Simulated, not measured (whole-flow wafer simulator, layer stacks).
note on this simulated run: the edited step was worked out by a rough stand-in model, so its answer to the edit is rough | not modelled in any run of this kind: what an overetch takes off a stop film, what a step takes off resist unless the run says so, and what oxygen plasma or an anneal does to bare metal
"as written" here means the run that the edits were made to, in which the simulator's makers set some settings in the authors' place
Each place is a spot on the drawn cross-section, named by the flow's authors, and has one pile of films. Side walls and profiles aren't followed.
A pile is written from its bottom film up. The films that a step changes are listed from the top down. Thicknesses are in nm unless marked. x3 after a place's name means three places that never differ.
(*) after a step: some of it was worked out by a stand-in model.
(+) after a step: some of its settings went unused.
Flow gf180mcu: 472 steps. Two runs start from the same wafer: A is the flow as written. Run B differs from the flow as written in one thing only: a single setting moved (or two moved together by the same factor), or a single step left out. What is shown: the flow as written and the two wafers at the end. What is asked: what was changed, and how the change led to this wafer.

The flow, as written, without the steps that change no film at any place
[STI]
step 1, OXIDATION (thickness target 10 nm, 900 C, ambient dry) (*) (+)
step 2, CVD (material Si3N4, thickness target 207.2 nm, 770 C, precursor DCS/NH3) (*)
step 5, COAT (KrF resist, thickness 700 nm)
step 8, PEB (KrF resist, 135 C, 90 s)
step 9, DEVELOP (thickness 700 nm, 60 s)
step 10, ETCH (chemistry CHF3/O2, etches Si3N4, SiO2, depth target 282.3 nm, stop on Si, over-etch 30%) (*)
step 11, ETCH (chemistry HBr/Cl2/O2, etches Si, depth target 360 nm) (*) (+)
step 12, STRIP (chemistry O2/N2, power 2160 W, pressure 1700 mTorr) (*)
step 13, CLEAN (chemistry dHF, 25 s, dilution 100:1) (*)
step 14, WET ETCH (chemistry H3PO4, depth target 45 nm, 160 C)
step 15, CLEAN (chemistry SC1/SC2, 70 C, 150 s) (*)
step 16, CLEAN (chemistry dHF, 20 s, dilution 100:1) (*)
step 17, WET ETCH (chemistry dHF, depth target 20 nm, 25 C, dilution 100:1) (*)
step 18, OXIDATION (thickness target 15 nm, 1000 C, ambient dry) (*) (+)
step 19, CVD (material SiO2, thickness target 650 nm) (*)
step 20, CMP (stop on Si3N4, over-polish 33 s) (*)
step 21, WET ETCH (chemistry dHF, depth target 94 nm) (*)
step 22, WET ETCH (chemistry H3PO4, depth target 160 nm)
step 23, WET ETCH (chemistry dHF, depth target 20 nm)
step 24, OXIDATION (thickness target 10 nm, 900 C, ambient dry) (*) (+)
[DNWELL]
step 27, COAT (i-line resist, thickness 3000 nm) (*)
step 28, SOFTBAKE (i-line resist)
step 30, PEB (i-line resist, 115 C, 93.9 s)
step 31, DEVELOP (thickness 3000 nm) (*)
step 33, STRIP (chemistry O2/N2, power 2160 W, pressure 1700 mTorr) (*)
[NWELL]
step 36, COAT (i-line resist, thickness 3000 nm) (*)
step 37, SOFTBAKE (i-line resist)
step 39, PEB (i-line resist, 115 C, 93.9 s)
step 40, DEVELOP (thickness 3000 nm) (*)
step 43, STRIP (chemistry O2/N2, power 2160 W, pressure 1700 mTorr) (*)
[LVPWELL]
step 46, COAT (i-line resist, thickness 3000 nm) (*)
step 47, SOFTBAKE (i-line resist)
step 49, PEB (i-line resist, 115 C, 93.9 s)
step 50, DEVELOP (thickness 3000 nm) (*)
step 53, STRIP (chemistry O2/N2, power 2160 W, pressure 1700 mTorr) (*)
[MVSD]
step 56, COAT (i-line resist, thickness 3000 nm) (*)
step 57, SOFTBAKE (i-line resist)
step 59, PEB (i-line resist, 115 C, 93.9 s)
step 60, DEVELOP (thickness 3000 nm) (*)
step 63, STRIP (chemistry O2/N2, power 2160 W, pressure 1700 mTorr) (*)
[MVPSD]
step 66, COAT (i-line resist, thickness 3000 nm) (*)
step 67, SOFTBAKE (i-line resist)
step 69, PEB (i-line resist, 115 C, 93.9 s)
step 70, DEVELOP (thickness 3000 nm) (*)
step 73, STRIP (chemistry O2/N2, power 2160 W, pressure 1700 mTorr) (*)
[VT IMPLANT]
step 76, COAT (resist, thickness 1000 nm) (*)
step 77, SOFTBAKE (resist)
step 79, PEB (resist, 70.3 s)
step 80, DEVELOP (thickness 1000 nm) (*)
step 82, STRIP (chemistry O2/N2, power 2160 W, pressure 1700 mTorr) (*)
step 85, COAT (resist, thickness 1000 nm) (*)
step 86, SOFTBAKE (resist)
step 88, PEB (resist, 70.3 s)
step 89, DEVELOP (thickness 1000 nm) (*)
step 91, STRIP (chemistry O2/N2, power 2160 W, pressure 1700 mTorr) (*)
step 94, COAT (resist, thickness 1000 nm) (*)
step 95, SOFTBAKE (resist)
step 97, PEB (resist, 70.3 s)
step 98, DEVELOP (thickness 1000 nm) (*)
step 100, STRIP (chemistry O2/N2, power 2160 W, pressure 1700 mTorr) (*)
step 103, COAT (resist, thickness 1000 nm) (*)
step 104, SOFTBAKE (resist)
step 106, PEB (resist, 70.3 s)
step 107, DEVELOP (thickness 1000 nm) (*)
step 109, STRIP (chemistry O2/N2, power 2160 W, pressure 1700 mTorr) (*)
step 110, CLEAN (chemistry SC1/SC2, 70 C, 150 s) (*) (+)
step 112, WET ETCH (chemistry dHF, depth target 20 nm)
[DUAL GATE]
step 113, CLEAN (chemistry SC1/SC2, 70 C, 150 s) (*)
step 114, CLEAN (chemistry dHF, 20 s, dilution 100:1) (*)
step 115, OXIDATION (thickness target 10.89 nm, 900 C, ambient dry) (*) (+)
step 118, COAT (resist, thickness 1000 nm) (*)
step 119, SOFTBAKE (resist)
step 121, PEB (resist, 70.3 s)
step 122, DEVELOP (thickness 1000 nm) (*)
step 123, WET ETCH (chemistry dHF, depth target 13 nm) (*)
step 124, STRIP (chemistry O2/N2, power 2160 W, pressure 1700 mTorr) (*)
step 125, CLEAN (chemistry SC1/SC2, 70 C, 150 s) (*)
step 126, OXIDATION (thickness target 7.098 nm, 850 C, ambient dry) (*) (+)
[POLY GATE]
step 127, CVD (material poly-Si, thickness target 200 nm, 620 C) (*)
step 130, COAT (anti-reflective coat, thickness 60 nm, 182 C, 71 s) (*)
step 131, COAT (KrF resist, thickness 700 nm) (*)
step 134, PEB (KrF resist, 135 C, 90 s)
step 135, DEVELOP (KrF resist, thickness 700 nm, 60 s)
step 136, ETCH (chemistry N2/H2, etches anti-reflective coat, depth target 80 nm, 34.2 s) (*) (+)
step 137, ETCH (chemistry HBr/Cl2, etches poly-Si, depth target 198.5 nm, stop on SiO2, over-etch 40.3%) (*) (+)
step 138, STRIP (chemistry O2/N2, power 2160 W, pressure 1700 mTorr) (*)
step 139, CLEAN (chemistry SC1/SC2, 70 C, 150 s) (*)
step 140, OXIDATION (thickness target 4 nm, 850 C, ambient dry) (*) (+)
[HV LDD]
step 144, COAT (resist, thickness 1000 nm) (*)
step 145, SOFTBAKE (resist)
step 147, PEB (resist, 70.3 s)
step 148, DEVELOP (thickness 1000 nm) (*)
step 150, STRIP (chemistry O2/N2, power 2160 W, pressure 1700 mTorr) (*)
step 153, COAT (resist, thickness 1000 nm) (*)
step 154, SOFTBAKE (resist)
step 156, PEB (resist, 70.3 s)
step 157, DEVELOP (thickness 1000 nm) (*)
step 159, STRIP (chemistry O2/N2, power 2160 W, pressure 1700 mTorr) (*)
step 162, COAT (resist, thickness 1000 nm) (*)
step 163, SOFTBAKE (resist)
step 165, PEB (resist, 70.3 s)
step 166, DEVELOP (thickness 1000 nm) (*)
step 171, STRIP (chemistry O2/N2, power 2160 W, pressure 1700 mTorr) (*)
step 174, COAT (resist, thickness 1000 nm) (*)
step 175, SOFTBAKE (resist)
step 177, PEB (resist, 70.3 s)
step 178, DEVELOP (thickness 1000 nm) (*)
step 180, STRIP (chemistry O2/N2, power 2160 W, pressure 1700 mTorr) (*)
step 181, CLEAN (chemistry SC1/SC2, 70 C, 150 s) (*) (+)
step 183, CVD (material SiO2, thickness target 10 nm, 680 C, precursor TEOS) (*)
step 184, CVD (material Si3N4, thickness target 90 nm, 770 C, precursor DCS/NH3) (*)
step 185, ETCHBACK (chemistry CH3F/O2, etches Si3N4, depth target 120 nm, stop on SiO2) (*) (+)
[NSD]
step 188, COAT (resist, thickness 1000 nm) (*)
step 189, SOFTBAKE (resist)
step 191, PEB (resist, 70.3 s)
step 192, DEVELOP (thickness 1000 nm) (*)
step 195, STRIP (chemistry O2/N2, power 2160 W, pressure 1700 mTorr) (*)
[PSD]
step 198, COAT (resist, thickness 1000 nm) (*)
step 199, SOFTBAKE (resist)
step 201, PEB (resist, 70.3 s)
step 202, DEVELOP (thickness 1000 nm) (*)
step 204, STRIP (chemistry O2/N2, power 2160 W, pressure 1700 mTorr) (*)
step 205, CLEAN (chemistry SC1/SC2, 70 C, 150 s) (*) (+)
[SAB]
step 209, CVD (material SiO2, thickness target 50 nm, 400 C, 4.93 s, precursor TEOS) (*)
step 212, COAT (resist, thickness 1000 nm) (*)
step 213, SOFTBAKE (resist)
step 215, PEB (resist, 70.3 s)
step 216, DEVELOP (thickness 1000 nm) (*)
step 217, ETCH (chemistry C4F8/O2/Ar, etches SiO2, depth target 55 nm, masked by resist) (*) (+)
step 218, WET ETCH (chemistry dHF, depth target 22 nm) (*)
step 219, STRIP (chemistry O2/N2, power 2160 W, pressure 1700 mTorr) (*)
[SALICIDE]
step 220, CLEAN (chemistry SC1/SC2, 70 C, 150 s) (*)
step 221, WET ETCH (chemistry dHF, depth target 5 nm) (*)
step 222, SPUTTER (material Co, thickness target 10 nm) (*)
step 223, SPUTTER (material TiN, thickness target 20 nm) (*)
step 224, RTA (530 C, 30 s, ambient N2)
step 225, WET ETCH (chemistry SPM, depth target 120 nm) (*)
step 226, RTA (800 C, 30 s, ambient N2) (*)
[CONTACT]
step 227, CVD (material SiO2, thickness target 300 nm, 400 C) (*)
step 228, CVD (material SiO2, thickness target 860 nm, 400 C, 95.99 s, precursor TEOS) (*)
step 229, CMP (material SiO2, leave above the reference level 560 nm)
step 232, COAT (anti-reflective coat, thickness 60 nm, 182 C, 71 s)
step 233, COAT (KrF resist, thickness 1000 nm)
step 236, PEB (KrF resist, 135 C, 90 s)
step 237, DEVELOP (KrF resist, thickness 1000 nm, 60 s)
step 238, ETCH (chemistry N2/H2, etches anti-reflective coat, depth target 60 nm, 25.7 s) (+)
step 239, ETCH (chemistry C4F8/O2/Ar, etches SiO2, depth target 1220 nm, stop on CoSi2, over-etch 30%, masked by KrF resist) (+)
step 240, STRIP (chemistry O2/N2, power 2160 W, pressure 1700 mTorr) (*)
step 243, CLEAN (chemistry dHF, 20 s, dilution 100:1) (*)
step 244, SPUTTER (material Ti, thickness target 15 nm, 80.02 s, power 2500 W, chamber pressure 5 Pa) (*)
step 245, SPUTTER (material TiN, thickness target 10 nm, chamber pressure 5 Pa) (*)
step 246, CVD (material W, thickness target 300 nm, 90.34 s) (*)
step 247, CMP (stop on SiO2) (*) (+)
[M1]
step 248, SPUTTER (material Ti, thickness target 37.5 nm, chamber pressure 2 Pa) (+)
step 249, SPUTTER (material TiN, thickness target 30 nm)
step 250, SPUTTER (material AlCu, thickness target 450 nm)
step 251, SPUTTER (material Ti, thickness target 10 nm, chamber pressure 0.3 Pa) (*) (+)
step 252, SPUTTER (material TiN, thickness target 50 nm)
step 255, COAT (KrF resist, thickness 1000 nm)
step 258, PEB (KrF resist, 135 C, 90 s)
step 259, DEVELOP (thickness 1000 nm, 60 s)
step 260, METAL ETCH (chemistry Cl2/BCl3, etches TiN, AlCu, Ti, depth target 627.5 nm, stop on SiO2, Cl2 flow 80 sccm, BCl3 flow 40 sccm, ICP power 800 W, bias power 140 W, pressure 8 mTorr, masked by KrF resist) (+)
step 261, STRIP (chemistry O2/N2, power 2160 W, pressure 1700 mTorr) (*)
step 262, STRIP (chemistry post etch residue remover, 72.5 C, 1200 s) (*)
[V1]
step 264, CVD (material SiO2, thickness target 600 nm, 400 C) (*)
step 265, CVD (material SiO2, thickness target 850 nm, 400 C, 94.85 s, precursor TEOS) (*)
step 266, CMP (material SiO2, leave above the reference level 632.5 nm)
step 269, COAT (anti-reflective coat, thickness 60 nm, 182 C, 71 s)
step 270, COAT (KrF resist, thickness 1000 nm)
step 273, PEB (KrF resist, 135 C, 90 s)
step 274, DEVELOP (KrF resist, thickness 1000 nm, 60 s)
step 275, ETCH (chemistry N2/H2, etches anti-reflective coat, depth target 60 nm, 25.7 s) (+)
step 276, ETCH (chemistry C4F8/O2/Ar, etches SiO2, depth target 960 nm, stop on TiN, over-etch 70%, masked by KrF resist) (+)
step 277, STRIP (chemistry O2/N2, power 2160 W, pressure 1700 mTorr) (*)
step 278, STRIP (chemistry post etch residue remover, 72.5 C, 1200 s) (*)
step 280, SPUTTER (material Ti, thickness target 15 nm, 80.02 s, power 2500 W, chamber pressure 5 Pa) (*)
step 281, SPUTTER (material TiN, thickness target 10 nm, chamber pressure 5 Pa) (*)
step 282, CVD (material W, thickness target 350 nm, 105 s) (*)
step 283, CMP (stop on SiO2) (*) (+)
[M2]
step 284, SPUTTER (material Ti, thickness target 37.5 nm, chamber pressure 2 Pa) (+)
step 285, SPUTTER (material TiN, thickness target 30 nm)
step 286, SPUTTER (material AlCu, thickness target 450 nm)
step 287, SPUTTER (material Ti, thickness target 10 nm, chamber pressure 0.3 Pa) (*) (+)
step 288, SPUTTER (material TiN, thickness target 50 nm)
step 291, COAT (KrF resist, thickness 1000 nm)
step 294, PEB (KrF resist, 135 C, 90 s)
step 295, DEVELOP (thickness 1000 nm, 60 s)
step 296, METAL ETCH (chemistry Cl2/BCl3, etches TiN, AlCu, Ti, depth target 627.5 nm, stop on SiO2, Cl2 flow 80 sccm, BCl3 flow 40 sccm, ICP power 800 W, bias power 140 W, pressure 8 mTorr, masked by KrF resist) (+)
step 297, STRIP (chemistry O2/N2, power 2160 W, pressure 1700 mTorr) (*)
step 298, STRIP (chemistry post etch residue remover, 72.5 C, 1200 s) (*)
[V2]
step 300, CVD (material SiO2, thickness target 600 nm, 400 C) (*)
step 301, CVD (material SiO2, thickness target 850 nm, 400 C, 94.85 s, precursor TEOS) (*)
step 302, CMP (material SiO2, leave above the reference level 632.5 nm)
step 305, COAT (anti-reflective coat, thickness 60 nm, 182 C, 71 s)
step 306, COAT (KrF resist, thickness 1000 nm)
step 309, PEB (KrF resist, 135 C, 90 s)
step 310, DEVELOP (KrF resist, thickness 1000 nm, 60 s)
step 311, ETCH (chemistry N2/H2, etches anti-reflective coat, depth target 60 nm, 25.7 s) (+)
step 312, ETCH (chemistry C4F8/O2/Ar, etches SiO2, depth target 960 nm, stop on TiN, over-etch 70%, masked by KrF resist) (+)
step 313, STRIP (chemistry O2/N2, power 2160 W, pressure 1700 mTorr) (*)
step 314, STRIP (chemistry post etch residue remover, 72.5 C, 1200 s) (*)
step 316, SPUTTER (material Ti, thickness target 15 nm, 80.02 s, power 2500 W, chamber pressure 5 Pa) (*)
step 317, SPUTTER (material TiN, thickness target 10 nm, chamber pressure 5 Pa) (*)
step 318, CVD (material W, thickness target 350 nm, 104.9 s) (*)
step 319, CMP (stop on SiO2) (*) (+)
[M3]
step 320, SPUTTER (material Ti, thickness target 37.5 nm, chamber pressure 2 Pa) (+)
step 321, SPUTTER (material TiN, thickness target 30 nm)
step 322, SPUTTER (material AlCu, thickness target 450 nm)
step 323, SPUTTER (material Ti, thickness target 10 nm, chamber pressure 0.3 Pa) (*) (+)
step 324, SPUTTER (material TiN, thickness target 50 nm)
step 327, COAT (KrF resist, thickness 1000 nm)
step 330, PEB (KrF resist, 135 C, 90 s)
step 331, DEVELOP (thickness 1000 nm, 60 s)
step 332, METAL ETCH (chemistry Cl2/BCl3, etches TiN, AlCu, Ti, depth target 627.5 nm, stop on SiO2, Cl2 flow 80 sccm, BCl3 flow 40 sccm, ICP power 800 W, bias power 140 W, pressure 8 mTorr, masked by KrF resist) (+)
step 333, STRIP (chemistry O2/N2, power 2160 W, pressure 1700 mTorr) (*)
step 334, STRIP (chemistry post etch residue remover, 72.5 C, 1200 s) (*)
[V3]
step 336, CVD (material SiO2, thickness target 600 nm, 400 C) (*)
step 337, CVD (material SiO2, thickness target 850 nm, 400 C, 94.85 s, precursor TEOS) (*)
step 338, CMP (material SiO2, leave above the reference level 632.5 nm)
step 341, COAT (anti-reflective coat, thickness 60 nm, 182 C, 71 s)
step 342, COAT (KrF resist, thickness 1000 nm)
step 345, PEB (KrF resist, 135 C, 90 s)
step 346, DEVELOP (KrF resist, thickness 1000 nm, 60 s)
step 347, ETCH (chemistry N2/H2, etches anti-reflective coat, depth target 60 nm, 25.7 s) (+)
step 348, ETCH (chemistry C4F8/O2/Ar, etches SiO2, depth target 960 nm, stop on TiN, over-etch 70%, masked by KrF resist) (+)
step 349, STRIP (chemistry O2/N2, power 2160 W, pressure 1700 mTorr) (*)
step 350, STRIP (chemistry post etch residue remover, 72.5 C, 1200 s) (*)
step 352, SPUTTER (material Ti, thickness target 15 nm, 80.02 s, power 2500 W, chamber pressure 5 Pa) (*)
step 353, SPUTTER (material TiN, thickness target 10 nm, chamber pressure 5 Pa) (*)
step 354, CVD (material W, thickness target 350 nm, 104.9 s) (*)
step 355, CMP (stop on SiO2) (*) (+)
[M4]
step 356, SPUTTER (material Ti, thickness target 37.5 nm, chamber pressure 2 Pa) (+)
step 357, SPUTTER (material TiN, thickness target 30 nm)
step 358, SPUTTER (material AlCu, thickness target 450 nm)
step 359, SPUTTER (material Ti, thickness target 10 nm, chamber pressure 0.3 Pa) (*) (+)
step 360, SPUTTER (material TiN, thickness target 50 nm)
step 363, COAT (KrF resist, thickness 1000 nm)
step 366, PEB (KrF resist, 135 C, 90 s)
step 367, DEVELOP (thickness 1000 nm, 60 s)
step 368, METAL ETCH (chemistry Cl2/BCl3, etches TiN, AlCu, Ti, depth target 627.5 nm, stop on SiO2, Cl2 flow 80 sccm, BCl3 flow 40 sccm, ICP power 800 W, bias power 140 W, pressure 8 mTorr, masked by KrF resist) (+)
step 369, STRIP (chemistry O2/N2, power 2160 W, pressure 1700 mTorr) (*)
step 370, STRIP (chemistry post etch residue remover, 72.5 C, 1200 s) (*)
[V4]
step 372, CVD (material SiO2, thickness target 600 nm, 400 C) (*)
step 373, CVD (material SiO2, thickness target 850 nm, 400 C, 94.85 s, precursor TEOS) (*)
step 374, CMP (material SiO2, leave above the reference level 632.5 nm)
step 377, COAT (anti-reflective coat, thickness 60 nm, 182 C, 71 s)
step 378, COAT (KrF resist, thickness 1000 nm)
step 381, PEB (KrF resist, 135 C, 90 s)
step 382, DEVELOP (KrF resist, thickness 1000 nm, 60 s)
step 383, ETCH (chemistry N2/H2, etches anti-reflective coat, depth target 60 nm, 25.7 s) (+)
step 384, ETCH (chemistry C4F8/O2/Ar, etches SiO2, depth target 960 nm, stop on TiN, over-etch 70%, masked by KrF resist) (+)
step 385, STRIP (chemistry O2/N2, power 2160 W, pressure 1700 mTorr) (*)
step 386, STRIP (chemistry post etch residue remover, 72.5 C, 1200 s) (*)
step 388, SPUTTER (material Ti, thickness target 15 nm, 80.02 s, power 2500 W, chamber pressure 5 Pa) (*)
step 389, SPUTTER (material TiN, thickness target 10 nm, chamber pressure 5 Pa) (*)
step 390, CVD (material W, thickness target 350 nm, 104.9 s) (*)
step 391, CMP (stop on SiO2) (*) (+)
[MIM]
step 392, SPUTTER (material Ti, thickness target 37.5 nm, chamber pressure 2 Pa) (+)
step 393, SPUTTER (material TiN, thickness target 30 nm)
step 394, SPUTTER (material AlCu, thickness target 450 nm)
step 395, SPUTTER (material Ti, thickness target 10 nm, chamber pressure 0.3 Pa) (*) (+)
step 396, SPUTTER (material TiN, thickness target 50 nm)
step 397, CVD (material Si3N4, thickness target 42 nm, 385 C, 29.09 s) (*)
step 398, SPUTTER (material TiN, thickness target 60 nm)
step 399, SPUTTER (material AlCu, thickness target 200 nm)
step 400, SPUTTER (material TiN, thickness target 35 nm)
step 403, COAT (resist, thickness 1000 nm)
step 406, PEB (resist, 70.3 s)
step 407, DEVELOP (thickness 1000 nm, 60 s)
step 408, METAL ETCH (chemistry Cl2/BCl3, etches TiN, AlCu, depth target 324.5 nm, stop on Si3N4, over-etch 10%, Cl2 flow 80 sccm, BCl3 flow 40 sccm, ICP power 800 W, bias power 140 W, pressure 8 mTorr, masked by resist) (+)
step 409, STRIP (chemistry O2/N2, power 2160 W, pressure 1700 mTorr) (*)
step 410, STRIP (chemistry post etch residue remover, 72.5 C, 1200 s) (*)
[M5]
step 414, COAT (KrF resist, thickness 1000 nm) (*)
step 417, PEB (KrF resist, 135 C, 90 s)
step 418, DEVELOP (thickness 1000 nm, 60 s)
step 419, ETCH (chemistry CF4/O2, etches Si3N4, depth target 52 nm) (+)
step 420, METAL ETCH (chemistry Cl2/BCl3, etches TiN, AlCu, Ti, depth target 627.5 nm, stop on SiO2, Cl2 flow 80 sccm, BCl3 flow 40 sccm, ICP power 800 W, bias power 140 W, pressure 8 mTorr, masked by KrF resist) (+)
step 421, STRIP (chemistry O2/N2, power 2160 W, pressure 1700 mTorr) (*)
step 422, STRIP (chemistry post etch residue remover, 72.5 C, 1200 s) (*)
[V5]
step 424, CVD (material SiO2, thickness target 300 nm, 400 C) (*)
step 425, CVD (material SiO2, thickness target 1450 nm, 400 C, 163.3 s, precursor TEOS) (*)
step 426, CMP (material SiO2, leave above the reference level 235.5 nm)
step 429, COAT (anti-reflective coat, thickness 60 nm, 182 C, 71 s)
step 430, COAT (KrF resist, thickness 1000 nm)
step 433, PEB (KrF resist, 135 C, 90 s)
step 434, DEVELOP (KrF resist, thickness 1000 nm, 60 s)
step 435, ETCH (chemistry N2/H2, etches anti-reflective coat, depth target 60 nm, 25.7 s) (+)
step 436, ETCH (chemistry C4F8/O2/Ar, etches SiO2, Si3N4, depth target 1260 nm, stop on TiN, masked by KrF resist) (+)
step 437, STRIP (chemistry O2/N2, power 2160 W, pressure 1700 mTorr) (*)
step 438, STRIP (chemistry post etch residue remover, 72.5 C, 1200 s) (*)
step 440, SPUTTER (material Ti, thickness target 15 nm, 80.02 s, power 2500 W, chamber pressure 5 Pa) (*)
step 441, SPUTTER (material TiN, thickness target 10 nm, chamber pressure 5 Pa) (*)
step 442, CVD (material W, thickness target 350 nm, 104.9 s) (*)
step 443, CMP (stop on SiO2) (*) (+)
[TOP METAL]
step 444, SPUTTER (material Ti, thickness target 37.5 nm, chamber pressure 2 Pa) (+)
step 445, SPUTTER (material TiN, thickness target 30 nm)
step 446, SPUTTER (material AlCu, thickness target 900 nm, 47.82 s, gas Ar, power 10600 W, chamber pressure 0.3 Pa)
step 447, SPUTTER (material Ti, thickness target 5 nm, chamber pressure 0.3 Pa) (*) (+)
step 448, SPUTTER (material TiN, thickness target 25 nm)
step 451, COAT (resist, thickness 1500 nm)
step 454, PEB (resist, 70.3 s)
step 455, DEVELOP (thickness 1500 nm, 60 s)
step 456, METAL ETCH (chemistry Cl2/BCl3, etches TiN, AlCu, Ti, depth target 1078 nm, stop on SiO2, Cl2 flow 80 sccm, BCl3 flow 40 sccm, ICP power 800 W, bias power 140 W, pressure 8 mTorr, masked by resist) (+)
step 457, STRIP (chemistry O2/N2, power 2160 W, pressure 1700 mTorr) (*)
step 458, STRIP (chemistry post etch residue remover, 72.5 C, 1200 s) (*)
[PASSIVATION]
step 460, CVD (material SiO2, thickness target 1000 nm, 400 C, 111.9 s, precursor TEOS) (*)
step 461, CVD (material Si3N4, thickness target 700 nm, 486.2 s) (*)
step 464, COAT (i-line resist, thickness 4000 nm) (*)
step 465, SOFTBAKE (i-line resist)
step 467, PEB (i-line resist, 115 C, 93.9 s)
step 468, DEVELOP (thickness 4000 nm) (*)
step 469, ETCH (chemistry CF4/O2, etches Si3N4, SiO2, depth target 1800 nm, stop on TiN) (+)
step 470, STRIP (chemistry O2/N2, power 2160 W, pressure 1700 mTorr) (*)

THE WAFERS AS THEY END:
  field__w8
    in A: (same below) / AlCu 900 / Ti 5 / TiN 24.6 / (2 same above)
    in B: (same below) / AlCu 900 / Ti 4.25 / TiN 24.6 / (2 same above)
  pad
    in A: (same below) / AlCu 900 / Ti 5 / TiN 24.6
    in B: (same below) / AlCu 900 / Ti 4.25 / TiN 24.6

Cause: step 447, SPUTTER: thickness target 4.25 nm was run, whereas the flow has thickness target 5 nm.
One can read it off the wafer: field__w8 has Ti 4.25, and step 447 as written asks for 5 nm.

How this came from the change, step by step:
  step 447, SPUTTER (material Ti, thickness target 5 nm, chamber pressure 0.3 Pa) (*) (+)
      field, field__w1, field__w2 and 109 more: A Ti gains 5 (new film) | B Ti gains 4.25 (new film)
  step 456, METAL ETCH (chemistry Cl2/BCl3, etches TiN, AlCu, Ti, depth target 1078 nm, stop on SiO2, Cl2 flow 80 sccm, BCl3 flow 40 sccm, ICP power 800 W, bias power 140 W, pressure 8 mTorr, masked by resist) (+)
      field, field__w1, field__w2 and 103 more: A TiN loses 25 (all of it), Ti loses 5 (all of it), AlCu loses 900 (all of it), TiN loses 30 (all of it), Ti loses 37.5 (all of it) | B TiN loses 25 (all of it), Ti loses 4.25 (all of it), AlCu loses 900 (all of it), TiN loses 30 (all of it), Ti loses 37.5 (all of it)
